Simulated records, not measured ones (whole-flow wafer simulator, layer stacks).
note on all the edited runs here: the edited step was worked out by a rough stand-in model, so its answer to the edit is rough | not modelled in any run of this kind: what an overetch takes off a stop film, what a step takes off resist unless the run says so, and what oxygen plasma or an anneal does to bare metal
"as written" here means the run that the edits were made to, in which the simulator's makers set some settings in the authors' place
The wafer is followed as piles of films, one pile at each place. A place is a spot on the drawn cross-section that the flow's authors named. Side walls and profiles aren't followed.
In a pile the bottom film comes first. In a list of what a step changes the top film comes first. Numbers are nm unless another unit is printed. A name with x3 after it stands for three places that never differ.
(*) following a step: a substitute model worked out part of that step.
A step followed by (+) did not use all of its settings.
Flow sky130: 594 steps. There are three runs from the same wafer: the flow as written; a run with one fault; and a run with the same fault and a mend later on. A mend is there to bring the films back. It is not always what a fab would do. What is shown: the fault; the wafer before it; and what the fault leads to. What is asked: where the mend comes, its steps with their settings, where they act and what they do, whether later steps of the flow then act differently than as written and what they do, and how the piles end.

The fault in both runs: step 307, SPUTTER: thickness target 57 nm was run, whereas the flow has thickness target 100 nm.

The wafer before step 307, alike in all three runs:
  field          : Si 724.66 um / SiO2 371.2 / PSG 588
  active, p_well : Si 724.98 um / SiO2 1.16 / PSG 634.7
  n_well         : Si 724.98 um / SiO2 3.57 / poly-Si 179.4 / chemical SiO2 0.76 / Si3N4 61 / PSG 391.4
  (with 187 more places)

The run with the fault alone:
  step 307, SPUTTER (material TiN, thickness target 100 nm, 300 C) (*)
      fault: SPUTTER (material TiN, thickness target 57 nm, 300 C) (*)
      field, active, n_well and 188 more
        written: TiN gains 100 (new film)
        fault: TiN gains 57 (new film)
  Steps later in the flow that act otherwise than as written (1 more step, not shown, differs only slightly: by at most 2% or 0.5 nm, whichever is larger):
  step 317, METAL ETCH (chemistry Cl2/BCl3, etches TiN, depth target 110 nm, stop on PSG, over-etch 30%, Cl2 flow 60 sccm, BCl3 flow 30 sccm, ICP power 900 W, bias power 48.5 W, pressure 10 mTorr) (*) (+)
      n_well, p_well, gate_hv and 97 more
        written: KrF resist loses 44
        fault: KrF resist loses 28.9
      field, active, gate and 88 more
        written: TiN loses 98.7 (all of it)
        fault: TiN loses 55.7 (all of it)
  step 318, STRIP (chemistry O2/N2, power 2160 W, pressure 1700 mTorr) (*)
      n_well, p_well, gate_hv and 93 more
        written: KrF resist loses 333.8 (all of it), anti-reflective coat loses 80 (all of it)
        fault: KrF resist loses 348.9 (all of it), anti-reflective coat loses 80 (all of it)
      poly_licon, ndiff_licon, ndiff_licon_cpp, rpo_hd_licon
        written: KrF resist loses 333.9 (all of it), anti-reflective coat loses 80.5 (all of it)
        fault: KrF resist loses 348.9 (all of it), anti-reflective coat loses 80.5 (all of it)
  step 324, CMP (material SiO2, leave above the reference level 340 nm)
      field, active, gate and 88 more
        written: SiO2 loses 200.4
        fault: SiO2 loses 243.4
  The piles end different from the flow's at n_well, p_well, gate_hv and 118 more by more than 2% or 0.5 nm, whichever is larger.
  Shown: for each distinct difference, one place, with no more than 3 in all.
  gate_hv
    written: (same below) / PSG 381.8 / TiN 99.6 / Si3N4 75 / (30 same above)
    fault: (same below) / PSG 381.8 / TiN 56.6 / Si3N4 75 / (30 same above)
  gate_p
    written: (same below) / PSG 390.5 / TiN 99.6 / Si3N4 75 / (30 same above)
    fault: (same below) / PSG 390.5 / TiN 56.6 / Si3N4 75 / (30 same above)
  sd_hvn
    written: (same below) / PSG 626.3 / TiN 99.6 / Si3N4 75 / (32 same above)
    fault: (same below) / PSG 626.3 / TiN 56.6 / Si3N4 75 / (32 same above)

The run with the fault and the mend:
  The mend follows step 307.
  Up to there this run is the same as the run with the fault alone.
  step 307a, SPUTTER (material TiN, thickness target 43 nm, 300 C) (*) (the flow's step 307, run once more with other settings)
      field, active, n_well and 188 more
        TiN gains 43
  Later steps of the flow that are run all act as written at every place that is followed, up to a difference of at most 2% or 0.5 nm, whichever is larger.
  By the end, the piles equal the flow's at every place that both follow.
